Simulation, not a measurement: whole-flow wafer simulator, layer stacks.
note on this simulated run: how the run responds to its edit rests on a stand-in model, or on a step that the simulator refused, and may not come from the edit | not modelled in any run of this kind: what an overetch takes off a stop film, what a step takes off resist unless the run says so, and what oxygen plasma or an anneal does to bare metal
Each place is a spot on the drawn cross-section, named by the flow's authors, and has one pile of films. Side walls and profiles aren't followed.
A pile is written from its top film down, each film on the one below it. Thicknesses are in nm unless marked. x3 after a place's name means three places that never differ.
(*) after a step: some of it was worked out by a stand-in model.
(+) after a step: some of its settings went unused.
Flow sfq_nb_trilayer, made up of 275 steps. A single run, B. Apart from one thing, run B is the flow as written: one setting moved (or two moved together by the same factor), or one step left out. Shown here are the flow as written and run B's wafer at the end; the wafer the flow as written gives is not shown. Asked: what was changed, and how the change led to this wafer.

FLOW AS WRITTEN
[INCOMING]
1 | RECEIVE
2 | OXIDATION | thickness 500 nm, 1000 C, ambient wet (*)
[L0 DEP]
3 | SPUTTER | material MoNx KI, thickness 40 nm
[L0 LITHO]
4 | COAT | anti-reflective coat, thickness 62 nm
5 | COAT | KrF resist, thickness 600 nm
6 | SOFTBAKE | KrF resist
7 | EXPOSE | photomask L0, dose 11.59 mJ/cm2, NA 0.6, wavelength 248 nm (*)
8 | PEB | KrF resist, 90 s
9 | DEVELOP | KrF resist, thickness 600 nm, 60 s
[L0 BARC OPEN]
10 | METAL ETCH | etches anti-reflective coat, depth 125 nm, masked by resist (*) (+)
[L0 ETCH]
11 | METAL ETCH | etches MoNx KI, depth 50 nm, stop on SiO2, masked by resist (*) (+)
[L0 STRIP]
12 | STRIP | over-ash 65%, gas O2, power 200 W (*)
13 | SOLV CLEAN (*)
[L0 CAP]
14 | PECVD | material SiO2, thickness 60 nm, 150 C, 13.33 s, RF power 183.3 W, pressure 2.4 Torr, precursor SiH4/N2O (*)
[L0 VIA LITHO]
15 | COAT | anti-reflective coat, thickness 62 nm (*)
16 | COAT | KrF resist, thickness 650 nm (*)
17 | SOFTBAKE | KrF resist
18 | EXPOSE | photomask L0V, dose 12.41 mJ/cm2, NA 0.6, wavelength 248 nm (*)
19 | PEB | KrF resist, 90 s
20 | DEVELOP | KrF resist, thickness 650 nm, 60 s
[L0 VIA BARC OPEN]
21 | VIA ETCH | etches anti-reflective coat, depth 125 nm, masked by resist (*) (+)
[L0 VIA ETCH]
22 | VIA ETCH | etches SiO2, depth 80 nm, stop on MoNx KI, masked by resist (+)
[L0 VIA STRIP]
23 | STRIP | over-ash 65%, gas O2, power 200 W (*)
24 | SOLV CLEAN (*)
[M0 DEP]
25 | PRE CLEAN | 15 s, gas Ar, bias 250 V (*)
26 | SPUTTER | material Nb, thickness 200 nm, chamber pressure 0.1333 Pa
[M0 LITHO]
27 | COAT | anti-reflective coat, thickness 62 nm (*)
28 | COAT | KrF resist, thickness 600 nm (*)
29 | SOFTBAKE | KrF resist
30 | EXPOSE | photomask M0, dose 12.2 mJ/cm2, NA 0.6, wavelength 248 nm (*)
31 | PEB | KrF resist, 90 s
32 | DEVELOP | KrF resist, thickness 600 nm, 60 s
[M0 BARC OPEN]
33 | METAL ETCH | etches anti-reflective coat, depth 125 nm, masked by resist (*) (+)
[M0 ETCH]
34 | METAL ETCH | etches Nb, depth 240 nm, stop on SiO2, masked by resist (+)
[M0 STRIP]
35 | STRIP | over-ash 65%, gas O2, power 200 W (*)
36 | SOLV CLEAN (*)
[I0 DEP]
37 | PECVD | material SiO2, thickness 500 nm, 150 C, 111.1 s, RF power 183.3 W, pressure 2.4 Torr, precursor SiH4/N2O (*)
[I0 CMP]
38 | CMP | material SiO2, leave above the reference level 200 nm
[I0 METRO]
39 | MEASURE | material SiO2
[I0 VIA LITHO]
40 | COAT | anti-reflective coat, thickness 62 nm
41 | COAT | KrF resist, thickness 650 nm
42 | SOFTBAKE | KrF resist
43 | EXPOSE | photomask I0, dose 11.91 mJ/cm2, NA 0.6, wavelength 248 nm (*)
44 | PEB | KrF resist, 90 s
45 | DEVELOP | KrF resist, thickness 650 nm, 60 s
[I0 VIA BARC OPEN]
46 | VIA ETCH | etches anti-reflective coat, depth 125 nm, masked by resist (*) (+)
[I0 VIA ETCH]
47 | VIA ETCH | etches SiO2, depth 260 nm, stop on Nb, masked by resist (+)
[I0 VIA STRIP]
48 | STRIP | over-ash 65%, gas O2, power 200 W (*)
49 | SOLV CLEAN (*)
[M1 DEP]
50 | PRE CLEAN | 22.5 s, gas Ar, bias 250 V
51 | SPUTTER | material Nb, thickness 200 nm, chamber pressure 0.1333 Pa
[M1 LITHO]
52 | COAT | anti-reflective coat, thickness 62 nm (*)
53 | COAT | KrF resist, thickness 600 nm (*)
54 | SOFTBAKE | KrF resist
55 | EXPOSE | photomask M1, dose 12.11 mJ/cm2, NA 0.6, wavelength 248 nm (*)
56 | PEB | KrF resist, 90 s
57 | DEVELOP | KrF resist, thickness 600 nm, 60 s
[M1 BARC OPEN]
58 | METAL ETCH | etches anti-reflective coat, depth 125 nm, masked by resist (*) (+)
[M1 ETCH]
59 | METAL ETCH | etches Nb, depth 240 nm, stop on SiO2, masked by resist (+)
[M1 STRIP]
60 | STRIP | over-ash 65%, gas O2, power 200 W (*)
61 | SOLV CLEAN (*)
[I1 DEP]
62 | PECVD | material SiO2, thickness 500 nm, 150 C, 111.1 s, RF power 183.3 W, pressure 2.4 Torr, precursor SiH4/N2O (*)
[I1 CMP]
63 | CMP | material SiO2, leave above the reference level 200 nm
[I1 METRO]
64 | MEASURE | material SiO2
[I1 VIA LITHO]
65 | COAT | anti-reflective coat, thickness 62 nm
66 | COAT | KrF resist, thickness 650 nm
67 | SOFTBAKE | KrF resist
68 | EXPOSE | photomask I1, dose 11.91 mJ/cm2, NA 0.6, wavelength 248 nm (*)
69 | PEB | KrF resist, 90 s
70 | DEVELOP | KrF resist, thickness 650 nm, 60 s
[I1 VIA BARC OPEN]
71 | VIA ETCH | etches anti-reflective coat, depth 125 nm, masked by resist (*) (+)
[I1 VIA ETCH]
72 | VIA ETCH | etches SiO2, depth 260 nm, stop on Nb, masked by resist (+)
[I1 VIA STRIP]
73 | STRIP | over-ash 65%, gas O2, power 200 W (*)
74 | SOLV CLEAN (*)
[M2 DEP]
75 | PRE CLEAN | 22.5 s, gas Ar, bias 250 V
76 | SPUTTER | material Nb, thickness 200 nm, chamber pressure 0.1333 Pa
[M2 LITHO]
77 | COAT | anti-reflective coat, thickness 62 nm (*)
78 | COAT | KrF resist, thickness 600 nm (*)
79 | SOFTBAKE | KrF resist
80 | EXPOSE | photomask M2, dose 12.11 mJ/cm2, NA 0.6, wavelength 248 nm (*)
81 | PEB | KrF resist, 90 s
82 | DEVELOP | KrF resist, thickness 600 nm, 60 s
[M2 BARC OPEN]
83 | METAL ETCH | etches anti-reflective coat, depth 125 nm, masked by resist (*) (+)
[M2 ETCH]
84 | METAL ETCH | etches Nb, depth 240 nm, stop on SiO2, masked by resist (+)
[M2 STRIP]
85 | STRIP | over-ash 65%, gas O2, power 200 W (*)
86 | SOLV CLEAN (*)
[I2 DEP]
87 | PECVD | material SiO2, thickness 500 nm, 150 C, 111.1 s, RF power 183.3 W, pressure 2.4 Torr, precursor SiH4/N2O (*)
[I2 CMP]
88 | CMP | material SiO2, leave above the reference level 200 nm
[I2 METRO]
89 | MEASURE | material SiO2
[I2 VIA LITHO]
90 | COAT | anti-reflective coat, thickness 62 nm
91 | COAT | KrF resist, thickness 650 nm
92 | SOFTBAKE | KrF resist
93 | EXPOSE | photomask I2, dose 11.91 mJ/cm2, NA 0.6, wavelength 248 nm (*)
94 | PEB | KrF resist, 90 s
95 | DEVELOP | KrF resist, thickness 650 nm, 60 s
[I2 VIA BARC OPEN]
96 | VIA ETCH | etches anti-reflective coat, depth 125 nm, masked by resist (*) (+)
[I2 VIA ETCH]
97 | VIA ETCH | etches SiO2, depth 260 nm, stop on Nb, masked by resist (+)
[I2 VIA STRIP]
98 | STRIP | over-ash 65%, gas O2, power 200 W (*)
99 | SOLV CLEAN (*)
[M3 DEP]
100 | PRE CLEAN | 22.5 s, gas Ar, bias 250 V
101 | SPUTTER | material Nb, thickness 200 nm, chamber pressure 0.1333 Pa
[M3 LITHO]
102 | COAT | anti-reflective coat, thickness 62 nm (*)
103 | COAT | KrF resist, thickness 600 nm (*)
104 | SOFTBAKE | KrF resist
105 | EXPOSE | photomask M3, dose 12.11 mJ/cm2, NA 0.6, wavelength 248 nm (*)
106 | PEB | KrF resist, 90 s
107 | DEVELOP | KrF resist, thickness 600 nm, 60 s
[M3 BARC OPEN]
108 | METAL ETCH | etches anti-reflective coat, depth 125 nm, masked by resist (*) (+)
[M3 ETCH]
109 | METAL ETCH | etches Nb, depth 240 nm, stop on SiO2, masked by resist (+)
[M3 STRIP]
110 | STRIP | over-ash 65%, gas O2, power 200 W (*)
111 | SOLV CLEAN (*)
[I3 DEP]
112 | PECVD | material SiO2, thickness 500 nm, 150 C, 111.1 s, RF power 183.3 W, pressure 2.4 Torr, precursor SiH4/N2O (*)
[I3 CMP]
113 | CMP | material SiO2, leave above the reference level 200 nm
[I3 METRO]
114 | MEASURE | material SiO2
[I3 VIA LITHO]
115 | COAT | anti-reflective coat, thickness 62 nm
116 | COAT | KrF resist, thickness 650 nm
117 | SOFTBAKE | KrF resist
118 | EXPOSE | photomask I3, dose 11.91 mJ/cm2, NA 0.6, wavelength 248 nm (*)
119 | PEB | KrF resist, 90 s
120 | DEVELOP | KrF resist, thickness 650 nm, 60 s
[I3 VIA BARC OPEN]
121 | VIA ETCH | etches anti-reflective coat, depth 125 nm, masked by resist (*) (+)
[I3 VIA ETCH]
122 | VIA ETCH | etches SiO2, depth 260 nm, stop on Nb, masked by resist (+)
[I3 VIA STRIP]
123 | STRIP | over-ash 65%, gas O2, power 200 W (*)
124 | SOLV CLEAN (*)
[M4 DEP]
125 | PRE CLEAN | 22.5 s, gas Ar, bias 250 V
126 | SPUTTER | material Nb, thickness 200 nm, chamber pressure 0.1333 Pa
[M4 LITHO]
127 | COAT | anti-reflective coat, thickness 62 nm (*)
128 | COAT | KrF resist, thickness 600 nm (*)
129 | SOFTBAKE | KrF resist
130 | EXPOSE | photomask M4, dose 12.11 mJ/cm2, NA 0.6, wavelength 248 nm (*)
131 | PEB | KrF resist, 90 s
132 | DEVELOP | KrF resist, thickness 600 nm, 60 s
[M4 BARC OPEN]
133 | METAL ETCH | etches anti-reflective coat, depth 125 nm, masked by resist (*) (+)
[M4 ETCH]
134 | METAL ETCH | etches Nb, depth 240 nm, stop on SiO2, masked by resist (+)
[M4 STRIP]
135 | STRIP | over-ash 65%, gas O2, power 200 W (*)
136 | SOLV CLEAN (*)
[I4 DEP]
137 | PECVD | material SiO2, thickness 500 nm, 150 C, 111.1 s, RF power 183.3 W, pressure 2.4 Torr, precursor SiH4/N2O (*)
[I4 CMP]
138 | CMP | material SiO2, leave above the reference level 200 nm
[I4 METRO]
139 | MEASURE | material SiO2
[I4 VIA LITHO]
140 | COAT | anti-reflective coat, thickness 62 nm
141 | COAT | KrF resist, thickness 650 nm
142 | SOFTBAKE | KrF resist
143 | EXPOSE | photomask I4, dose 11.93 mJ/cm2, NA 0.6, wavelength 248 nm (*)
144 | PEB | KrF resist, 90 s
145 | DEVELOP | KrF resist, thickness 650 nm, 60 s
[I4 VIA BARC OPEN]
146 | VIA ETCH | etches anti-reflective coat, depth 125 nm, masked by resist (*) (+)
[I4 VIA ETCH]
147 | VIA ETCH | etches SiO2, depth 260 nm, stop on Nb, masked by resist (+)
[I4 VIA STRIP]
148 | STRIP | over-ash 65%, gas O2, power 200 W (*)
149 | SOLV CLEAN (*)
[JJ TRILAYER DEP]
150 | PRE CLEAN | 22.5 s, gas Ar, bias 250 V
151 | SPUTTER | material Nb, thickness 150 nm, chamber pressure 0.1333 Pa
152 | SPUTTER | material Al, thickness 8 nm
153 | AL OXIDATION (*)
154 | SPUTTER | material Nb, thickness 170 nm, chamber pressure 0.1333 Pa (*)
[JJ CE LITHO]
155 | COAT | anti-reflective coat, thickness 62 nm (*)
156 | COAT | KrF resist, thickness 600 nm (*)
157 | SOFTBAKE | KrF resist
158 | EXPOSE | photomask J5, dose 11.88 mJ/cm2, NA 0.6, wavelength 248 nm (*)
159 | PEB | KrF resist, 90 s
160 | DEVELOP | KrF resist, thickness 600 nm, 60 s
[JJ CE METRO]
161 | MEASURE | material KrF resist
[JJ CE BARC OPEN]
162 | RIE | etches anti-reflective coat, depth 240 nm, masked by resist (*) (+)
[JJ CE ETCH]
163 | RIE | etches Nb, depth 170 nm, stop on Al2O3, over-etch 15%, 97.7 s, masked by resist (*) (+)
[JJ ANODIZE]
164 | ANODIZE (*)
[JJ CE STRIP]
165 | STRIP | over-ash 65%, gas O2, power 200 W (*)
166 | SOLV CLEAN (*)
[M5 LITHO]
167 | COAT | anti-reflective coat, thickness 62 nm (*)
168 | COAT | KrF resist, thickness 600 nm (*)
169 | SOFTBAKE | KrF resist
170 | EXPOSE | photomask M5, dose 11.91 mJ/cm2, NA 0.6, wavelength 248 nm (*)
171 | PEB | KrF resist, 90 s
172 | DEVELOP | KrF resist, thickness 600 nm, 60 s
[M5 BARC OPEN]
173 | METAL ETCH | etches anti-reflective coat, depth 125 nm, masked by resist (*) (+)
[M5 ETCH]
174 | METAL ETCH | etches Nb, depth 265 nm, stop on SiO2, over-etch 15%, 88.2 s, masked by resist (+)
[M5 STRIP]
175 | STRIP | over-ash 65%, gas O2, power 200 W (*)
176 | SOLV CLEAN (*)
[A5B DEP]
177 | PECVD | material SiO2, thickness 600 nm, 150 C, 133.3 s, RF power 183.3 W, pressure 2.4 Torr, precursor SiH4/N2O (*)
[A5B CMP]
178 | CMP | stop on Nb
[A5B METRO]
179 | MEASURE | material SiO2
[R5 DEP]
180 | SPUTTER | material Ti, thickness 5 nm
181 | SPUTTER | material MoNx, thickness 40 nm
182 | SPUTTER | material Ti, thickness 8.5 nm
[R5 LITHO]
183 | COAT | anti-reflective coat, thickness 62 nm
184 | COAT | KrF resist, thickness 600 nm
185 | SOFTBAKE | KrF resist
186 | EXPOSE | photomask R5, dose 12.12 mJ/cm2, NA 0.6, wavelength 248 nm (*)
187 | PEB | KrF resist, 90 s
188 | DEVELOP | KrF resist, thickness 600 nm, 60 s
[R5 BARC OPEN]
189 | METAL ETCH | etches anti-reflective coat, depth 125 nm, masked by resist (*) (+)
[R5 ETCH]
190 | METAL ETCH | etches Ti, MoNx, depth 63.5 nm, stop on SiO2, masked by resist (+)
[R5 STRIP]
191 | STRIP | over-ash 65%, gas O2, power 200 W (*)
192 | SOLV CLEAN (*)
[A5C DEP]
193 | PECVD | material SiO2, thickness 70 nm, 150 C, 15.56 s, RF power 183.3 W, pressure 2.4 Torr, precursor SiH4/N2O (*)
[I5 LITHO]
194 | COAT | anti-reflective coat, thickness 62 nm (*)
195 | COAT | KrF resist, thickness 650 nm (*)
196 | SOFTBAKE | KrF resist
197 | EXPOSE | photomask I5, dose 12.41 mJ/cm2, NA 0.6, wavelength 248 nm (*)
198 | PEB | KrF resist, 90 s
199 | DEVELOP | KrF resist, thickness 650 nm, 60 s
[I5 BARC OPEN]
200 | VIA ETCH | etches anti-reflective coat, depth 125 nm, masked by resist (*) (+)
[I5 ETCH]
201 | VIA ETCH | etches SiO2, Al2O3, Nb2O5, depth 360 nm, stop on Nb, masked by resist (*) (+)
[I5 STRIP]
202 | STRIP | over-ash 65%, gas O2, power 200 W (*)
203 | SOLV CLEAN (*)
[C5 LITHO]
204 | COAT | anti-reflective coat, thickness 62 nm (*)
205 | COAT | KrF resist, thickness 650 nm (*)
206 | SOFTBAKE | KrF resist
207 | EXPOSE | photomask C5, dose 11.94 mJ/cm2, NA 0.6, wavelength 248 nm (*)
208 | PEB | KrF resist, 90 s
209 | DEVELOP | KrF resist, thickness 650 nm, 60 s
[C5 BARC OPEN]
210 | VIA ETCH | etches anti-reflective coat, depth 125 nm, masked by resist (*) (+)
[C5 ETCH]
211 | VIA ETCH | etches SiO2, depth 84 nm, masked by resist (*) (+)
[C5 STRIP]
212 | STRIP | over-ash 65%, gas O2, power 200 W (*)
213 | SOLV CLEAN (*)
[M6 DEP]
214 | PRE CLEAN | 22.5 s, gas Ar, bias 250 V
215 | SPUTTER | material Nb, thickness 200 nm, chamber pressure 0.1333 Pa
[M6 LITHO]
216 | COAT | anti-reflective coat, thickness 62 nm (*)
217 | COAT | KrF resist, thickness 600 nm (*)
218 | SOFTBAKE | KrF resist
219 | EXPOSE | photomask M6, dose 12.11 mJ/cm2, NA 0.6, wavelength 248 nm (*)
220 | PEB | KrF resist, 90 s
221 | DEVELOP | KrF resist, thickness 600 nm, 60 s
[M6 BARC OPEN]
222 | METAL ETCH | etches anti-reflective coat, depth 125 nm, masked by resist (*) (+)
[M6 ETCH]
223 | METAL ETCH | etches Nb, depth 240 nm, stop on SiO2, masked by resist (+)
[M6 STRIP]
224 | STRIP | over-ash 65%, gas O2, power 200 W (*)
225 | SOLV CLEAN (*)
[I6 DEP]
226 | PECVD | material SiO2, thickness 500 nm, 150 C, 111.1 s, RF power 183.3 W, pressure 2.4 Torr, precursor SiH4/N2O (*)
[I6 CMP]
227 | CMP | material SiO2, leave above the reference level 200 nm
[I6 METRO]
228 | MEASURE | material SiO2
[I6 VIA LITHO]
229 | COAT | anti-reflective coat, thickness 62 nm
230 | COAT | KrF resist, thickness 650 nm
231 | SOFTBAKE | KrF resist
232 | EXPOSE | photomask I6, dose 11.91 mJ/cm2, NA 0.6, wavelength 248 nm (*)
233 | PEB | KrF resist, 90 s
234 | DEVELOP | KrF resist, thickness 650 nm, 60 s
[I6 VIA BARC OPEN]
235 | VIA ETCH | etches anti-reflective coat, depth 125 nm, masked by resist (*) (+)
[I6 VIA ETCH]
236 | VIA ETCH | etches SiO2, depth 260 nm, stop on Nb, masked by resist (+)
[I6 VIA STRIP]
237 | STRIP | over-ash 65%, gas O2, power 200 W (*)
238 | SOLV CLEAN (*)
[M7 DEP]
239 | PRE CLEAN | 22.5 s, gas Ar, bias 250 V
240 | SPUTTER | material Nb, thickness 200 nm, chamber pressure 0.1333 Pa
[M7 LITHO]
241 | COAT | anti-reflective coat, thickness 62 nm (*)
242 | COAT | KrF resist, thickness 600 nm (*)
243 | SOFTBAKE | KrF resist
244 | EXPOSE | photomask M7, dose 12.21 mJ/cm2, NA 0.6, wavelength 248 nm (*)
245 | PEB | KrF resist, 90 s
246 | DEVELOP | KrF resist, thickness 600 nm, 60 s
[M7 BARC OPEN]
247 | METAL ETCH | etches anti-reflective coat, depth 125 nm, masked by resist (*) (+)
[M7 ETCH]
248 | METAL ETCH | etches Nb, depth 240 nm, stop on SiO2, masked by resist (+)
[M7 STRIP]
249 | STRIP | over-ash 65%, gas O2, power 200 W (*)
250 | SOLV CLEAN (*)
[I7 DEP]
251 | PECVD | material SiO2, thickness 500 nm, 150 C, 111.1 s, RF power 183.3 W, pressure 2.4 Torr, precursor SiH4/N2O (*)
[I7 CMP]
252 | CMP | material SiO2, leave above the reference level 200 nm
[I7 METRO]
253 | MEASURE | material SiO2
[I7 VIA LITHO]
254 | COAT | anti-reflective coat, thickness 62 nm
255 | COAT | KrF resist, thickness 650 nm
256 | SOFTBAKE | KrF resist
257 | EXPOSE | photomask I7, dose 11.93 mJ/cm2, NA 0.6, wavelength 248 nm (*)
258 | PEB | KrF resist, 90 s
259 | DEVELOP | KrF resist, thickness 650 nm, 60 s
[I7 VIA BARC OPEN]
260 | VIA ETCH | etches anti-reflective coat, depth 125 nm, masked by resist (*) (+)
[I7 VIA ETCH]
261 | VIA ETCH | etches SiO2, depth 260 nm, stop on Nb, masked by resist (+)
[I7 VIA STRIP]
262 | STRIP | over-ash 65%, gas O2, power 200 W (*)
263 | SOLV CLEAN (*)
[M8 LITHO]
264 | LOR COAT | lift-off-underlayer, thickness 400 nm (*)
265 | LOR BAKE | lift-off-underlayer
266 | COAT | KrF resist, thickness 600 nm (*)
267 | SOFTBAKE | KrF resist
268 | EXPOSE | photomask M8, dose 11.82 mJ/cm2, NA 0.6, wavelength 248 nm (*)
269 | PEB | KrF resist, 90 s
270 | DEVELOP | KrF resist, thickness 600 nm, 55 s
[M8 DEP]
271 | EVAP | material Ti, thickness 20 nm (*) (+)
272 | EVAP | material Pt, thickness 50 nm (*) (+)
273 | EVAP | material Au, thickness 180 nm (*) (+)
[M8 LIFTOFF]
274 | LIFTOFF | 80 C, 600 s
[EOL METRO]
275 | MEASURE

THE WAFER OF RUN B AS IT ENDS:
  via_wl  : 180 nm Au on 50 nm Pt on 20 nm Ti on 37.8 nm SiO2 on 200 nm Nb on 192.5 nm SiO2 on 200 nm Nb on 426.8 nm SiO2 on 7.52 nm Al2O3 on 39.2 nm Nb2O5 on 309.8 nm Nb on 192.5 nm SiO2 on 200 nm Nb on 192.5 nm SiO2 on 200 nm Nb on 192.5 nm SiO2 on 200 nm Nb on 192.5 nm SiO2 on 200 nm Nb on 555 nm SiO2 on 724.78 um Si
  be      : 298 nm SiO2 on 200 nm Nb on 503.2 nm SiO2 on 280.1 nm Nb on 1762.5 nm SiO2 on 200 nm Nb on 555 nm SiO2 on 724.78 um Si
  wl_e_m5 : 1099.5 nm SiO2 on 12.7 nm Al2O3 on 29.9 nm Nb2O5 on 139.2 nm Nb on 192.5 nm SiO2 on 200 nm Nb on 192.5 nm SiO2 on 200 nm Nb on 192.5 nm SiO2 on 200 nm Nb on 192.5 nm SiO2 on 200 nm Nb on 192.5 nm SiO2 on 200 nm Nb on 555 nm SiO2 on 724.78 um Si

The reason: step 252, CMP: leave above the reference level 298 nm was run, while the flow as written has leave above the reference level 200 nm.
The wafer lets one read it off: be has SiO2 298, and step 252 as written asks for 200 nm.

The path from the change to this, step by step:
  252 | CMP | material SiO2, leave above the reference level 200 nm
      field_r, lsp_l: nothing (it would be, as written: SiO2 loses 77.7)
      l0_sur, l0v: nothing (it would be, as written: SiO2 loses 87.8)
      (as well as at 102 more places)
  254 | COAT | anti-reflective coat, thickness 62 nm
      moat: anti-reflective coat gains 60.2 (new film) (it would be, as written: anti-reflective coat gains 62 (new film))
      field_r: anti-reflective coat gains 69.7 (new film) (it would be, as written: anti-reflective coat gains 62 (new film))
      (as well as at 4 more places)
  261 | VIA ETCH | etches SiO2, depth 260 nm, stop on Nb, masked by resist (+)
      via_wl, via_w, via_wr: SiO2 loses 260 (it would be, as written: SiO2 loses 199.8 (all of it))
  262 | STRIP | over-ash 65%, gas O2, power 200 W (*)
      moat: KrF resist loses 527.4 (all of it), anti-reflective coat loses 60.2 (all of it) (it would be, as written: KrF resist loses 528.6 (all of it), anti-reflective coat loses 62 (all of it))
      field_r: KrF resist loses 536.3 (all of it), anti-reflective coat loses 69.7 (all of it) (it would be, as written: KrF resist loses 528.6 (all of it), anti-reflective coat loses 62 (all of it))
      (as well as at 4 more places)
  264 | LOR COAT | lift-off-underlayer, thickness 400 nm (*)
      via_wl, via_wr: lift-off-underlayer gains 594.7 (new film) (it would be, as written: lift-off-underlayer gains 549.8 (new film))
      v_sur: lift-off-underlayer gains 360.1 (new film) (it would be, as written: lift-off-underlayer gains 369.4 (new film))
      (as well as at 3 more places)
  270 | DEVELOP | KrF resist, thickness 600 nm, 55 s
      v_sur: KrF resist loses 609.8 (all of it), lift-off-underlayer loses 360.1 (all of it) (it would be, as written: KrF resist loses 607.3 (all of it), lift-off-underlayer loses 369.4 (all of it))
      via_wl: KrF resist loses 631.3 (all of it), lift-off-underlayer loses 594.7 (all of it) (it would be, as written: KrF resist loses 623.9 (all of it), lift-off-underlayer loses 549.8 (all of it))
      (as well as at 2 more places)
  274 | LIFTOFF | 80 C, 600 s
      field_r: Au loses 180 (all of it), Pt loses 50 (all of it), Ti loses 20 (all of it), KrF resist loses 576 (all of it), lift-off-underlayer loses 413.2 (all of it) (it would be, as written: Au loses 180 (all of it), Pt loses 50 (all of it), Ti loses 20 (all of it), KrF resist loses 573.5 (all of it), lift-off-underlayer loses 399.6 (all of it))
      lsp_l: Au loses 180 (all of it), Pt loses 50 (all of it), Ti loses 20 (all of it), KrF resist loses 576.5 (all of it), lift-off-underlayer loses 412.4 (all of it) (it would be, as written: Au loses 180 (all of it), Pt loses 50 (all of it), Ti loses 20 (all of it), KrF resist loses 573.4 (all of it), lift-off-underlayer loses 399.6 (all of it))
If metal films that touch count as one body, via_wl has 8 bodies (between them, from the top down: SiO2 37.8; SiO2 192.5; SiO2 426.8 / Al2O3 7.52 / Nb2O5 39.2; SiO2 192.5; SiO2 192.5; SiO2 192.5; SiO2 192.5); the flow as written gives 7 bodies (between them, from the top down: SiO2 192.5; SiO2 426.8 / Al2O3 7.52 / Nb2O5 39.2; SiO2 192.5; SiO2 192.5; SiO2 192.5; SiO2 192.5).
